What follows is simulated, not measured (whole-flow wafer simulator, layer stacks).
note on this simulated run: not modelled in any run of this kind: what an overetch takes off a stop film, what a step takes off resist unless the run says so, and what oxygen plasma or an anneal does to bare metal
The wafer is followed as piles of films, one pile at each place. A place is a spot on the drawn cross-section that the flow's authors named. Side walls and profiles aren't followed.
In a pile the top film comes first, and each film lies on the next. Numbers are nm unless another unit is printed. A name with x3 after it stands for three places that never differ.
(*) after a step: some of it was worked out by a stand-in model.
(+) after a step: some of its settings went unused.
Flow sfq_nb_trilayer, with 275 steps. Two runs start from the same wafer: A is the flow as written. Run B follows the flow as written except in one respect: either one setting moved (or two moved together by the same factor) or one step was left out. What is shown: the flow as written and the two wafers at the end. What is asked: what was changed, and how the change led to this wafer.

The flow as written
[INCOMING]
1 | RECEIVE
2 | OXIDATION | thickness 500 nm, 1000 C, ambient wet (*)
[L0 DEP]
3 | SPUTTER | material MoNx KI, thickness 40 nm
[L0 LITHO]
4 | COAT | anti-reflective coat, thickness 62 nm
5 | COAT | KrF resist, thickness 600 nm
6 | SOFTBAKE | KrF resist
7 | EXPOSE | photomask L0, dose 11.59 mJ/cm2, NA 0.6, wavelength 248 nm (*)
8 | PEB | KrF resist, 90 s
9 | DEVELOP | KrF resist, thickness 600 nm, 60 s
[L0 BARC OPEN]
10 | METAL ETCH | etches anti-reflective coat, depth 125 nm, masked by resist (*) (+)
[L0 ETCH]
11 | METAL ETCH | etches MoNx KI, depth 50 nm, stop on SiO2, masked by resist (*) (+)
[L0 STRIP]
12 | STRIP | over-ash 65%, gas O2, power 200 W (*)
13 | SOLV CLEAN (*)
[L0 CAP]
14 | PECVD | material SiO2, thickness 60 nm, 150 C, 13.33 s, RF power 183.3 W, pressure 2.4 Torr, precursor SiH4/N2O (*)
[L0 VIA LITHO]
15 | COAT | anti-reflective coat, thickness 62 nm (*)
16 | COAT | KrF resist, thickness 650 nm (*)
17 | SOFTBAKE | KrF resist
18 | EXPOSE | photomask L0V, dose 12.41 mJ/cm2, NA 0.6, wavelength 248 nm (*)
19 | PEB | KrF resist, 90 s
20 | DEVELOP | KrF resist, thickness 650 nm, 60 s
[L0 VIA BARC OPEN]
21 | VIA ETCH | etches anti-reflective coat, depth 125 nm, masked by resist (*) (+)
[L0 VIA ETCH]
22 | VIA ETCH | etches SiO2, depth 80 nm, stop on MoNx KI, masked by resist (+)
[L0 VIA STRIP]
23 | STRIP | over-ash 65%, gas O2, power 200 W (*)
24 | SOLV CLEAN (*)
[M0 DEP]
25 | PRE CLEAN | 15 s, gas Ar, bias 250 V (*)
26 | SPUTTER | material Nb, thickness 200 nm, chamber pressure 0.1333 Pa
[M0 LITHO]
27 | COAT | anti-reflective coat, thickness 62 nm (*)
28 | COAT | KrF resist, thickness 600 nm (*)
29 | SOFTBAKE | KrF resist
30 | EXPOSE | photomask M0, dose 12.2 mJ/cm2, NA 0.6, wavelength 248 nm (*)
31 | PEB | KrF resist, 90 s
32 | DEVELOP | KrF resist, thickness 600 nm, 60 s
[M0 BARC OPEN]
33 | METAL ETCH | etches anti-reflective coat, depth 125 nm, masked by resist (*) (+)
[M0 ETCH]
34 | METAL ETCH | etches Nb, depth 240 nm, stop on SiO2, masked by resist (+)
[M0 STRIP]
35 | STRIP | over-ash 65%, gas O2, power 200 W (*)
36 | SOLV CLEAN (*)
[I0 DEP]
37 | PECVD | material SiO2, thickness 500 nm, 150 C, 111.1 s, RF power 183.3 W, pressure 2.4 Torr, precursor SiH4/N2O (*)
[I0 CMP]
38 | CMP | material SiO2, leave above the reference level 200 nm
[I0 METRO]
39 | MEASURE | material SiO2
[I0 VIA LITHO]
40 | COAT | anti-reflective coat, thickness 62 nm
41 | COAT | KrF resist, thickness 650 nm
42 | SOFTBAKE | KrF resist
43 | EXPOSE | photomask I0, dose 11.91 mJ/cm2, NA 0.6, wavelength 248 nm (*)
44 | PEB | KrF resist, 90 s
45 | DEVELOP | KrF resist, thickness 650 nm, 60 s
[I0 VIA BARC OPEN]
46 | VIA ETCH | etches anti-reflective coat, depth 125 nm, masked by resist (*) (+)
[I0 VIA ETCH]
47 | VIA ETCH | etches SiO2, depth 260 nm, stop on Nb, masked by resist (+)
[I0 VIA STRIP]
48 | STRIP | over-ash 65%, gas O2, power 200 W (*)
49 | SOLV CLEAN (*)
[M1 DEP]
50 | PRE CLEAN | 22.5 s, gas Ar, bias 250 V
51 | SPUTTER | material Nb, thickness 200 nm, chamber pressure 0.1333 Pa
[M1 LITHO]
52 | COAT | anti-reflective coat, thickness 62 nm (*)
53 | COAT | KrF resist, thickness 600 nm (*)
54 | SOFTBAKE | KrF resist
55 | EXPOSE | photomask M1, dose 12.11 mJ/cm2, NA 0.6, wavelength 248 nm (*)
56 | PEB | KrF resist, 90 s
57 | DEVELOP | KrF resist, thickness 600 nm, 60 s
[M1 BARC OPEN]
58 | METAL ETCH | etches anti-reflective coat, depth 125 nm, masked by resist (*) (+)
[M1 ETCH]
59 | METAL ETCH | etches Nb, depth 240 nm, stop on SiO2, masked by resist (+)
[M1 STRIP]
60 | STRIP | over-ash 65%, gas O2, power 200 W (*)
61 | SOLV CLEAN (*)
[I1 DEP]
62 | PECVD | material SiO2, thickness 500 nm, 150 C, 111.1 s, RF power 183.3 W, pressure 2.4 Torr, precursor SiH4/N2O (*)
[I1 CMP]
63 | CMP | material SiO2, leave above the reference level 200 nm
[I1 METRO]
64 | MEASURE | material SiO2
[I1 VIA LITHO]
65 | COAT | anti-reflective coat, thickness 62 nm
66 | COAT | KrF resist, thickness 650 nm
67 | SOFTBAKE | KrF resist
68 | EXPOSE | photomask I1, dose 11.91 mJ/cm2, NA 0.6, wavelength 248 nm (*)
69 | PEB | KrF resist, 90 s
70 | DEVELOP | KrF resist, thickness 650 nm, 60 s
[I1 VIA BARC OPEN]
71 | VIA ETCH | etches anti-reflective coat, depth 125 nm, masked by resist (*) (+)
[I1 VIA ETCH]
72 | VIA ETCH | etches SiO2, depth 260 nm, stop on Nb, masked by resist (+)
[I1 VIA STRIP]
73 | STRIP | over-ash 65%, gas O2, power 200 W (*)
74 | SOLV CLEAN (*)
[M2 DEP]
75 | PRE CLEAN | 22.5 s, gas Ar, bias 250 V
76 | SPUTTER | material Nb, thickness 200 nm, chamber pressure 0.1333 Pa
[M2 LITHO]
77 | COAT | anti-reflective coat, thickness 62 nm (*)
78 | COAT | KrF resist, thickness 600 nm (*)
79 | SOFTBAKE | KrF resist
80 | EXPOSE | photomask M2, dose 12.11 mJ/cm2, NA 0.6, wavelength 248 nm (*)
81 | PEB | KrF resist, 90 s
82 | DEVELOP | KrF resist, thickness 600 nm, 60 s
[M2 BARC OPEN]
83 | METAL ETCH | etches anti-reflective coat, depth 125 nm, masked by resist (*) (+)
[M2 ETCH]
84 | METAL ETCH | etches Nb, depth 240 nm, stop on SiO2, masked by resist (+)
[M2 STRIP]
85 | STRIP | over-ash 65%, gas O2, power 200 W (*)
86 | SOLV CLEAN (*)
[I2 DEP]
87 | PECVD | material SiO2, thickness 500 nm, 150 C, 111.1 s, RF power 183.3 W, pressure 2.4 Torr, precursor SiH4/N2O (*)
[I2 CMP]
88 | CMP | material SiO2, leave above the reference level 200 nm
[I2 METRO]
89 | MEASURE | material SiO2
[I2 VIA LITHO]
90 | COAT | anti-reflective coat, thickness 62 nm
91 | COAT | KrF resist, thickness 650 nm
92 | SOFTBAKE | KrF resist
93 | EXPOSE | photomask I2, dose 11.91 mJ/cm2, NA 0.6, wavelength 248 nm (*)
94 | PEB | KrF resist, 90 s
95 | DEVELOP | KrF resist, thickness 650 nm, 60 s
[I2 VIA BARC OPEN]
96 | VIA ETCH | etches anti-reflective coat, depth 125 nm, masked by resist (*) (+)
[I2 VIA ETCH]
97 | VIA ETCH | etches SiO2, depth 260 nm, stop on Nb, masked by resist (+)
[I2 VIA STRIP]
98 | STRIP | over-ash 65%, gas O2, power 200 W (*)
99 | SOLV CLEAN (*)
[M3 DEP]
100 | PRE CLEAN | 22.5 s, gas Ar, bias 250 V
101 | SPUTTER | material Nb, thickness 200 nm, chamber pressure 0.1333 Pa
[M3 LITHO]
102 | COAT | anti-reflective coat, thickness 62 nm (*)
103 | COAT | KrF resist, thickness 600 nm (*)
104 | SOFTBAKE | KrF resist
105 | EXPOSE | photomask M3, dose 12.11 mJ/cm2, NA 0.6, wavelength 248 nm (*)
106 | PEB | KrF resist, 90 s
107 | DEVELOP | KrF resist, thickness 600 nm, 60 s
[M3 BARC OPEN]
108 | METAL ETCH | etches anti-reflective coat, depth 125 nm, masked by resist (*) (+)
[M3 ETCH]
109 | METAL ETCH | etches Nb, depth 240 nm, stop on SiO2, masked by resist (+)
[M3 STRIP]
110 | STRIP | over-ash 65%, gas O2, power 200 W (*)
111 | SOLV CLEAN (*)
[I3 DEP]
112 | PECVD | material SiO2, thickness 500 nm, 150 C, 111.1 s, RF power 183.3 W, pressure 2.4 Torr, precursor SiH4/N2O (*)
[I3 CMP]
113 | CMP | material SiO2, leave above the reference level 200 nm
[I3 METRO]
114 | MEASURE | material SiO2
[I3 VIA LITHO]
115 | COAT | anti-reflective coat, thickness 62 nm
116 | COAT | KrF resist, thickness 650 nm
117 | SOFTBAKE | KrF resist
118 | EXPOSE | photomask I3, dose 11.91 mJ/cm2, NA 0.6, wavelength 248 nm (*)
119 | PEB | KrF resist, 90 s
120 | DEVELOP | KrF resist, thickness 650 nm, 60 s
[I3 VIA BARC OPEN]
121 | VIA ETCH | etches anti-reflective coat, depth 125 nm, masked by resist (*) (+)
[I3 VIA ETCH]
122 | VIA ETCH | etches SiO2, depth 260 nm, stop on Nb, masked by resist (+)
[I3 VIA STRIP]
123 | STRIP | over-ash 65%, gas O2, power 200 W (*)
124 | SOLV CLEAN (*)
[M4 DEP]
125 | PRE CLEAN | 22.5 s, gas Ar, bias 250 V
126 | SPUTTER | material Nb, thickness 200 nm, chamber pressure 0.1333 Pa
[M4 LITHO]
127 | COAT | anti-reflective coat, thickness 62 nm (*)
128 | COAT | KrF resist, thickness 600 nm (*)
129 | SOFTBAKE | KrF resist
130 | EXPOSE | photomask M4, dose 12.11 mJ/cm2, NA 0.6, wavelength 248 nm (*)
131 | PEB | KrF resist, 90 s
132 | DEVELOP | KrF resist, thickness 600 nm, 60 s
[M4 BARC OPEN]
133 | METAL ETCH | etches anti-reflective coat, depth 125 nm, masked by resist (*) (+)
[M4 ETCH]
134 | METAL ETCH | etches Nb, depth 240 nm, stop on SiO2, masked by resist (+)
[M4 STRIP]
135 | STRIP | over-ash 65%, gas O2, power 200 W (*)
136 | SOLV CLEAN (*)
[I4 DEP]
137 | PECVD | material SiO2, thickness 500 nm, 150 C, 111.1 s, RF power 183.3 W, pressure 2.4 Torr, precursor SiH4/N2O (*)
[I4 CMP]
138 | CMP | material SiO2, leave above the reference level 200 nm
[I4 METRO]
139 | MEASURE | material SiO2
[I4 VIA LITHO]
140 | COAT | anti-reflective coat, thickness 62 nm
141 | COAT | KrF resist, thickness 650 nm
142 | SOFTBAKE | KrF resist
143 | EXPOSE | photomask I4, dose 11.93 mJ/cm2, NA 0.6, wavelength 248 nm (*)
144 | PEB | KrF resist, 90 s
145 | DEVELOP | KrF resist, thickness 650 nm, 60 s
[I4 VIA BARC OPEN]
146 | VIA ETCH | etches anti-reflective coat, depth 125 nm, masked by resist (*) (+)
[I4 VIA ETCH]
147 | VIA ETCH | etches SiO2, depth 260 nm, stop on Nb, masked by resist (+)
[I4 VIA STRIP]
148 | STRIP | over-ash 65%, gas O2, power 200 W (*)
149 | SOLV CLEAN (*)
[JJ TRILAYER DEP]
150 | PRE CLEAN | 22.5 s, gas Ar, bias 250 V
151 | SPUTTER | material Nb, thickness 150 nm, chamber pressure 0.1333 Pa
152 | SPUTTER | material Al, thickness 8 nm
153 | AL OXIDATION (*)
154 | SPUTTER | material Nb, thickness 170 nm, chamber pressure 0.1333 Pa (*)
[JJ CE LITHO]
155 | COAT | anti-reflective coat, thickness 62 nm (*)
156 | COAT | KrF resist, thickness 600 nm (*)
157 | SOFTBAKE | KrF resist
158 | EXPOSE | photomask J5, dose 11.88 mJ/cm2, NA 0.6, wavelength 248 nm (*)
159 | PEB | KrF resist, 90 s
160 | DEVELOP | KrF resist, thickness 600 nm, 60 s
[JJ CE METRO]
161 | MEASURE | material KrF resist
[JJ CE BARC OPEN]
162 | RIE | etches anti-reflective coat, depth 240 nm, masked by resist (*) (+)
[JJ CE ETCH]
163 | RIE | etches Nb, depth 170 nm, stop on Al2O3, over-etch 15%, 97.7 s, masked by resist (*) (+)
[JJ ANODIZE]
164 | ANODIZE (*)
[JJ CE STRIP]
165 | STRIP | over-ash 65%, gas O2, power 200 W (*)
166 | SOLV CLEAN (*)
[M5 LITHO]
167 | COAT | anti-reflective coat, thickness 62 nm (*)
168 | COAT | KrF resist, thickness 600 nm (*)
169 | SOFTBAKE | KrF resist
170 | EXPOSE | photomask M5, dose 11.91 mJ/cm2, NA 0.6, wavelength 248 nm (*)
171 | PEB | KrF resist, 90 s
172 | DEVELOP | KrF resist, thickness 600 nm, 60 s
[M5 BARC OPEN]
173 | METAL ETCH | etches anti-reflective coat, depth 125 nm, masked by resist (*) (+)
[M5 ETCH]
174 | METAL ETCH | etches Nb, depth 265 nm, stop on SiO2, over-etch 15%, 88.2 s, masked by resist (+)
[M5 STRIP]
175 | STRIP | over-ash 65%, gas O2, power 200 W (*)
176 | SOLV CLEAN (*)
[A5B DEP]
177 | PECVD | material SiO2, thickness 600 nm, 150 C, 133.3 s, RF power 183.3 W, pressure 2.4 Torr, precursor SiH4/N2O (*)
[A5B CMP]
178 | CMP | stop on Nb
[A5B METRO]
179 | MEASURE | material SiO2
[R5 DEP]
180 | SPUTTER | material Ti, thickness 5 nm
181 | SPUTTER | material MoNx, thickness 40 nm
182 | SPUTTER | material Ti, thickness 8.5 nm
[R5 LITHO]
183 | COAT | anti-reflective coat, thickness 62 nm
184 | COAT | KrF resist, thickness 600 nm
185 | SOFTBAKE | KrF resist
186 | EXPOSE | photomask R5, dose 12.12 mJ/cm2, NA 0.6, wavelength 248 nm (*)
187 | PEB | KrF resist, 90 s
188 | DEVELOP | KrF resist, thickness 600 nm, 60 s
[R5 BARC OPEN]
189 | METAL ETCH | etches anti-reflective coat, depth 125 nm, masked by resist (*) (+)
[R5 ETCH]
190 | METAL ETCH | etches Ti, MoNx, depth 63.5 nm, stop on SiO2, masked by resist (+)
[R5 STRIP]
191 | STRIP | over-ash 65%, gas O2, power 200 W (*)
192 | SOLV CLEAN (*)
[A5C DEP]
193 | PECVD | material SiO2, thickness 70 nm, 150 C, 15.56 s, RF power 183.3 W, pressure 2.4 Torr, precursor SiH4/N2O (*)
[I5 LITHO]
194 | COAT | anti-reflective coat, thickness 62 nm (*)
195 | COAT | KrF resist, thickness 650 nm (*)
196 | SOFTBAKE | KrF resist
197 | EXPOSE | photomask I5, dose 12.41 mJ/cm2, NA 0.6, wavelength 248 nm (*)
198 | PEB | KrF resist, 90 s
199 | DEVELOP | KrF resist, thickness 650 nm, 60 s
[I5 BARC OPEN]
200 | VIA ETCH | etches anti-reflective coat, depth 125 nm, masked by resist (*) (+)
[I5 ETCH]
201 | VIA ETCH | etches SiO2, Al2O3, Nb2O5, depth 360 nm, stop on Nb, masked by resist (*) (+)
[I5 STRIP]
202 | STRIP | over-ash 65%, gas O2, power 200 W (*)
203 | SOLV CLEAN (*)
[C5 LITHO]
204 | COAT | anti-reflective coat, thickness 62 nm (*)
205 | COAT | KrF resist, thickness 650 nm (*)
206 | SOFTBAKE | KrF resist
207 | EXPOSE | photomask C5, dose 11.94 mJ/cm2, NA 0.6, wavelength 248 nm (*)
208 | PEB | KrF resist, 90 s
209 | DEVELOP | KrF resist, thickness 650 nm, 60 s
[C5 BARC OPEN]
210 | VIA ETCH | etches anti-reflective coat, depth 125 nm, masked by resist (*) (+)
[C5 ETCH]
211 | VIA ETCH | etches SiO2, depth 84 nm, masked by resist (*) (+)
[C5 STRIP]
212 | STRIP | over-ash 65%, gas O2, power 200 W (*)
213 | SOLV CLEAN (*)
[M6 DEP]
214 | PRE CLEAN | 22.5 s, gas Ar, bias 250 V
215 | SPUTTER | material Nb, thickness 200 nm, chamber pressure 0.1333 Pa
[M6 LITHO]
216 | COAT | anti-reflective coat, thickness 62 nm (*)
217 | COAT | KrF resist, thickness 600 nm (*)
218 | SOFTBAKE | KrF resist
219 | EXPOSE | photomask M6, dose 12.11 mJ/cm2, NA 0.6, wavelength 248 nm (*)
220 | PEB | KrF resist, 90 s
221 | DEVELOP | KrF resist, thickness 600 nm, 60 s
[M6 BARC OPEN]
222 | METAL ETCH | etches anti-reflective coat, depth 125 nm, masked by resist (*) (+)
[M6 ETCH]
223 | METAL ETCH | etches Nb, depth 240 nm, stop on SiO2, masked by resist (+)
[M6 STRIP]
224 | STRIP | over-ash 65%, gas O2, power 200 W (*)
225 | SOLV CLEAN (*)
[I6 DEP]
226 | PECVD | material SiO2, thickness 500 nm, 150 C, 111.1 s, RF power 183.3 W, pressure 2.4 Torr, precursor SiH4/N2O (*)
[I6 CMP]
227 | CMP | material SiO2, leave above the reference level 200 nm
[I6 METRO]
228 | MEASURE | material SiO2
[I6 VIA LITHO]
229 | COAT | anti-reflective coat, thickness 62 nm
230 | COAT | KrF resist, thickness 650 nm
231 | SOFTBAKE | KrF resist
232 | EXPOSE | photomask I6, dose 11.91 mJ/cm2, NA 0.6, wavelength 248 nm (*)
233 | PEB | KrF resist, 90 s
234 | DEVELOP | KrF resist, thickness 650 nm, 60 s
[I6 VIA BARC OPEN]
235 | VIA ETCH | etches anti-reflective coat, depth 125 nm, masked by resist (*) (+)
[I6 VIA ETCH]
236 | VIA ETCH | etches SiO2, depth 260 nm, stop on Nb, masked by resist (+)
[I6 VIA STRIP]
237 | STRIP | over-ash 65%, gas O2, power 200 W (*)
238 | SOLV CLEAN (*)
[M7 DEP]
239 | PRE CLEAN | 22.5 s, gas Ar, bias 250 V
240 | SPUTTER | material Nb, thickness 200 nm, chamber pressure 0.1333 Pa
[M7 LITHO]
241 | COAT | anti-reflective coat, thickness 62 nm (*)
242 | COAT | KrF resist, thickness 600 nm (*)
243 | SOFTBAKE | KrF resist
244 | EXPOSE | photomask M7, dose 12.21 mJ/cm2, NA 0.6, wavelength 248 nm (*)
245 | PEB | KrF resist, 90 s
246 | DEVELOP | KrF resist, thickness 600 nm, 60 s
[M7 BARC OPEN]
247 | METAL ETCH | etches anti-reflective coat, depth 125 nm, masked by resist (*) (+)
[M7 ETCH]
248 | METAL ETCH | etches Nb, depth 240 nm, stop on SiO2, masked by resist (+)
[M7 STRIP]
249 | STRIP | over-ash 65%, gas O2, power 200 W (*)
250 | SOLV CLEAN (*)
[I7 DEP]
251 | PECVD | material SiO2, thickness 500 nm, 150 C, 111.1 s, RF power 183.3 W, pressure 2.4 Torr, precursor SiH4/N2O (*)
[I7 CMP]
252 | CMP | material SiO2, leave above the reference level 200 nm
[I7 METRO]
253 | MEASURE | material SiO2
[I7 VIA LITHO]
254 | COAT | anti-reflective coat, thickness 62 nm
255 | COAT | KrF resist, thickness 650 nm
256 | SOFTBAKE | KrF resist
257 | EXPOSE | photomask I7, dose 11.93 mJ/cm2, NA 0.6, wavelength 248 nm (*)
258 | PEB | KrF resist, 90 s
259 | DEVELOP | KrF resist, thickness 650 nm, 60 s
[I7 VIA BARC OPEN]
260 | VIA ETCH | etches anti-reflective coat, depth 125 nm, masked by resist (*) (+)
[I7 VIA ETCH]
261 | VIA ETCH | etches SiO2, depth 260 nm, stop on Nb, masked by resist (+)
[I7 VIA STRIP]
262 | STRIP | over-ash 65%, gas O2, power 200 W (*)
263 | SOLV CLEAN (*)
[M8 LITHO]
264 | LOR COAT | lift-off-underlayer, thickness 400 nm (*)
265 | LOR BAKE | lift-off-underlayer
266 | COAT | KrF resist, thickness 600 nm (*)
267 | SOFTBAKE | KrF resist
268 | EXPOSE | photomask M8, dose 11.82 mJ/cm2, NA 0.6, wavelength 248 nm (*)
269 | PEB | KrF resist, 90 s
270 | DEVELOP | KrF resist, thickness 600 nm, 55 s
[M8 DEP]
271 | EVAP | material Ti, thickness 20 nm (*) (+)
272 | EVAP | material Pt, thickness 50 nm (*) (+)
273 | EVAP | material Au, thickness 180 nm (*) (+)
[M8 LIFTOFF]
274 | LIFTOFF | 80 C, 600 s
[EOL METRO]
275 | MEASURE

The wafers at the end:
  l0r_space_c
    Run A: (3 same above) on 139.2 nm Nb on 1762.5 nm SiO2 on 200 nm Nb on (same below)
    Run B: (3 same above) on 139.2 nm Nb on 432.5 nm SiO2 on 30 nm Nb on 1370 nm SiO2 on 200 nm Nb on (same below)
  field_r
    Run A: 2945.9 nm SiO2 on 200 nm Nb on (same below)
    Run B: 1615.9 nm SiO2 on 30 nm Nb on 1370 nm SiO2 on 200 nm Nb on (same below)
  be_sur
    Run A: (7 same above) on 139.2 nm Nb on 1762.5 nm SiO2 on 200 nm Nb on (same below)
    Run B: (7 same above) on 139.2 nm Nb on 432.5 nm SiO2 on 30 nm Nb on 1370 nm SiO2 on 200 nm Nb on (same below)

What caused this: step 126, SPUTTER: thickness 270 nm was run, though the flow has thickness 200 nm.

Step by step, how the change led to this:
  126 | SPUTTER | material Nb, thickness 200 nm, chamber pressure 0.1333 Pa
      field_l, v_sur, via_wl and 102 more: A +200 Nb (new film) | B +270 Nb (new film)
      via_v: A +165.5 Nb | B +224.4 Nb
  134 | METAL ETCH | etches Nb, depth 240 nm, stop on SiO2, masked by resist (+)
      field_l, be, be_sur and 64 more: A -200 Nb (all of it) | B -240 Nb
  137 | PECVD | material SiO2, thickness 500 nm, 150 C, 111.1 s, RF power 183.3 W, pressure 2.4 Torr, precursor SiH4/N2O (*)
      field_l, be, be_sur and 55 more: A +500 SiO2 | B +500 SiO2 (new film)
      p3_s0, p3_s1, p3_s2, p3_s3, p3_s4, p3_s5: A +557.1 SiO2 | B +597.1 SiO2 (new film)
      (and at 4 other places as well)
  138 | CMP | material SiO2, leave above the reference level 200 nm
      field_l, be, be_sur and 55 more: A -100 SiO2 | B -60 SiO2
      lsp_r, l0_sur, l0v: A -91.9 SiO2 | B -50.3 SiO2
      (and at 1 other place as well)
With metal films that touch counted as one body, l0r_space_c has 3 bodies (between them, from the top down: SiO2 432.5; SiO2 1370); the flow as written gives 2 bodies (between them, from the top down: SiO2 1762.5).
With metal films that touch counted as one body, field_r has 2 bodies (between them, from the top down: SiO2 1370); the flow as written gives 1 body.
With metal films that touch counted as one body, be_sur has 5 bodies (between them, from the top down: SiO2 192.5; SiO2 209 / Al2O3 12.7 / Nb2O5 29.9; SiO2 432.5; SiO2 1370); the flow as written gives 4 bodies (between them, from the top down: SiO2 192.5; SiO2 209 / Al2O3 12.7 / Nb2O5 29.9; SiO2 1762.5).
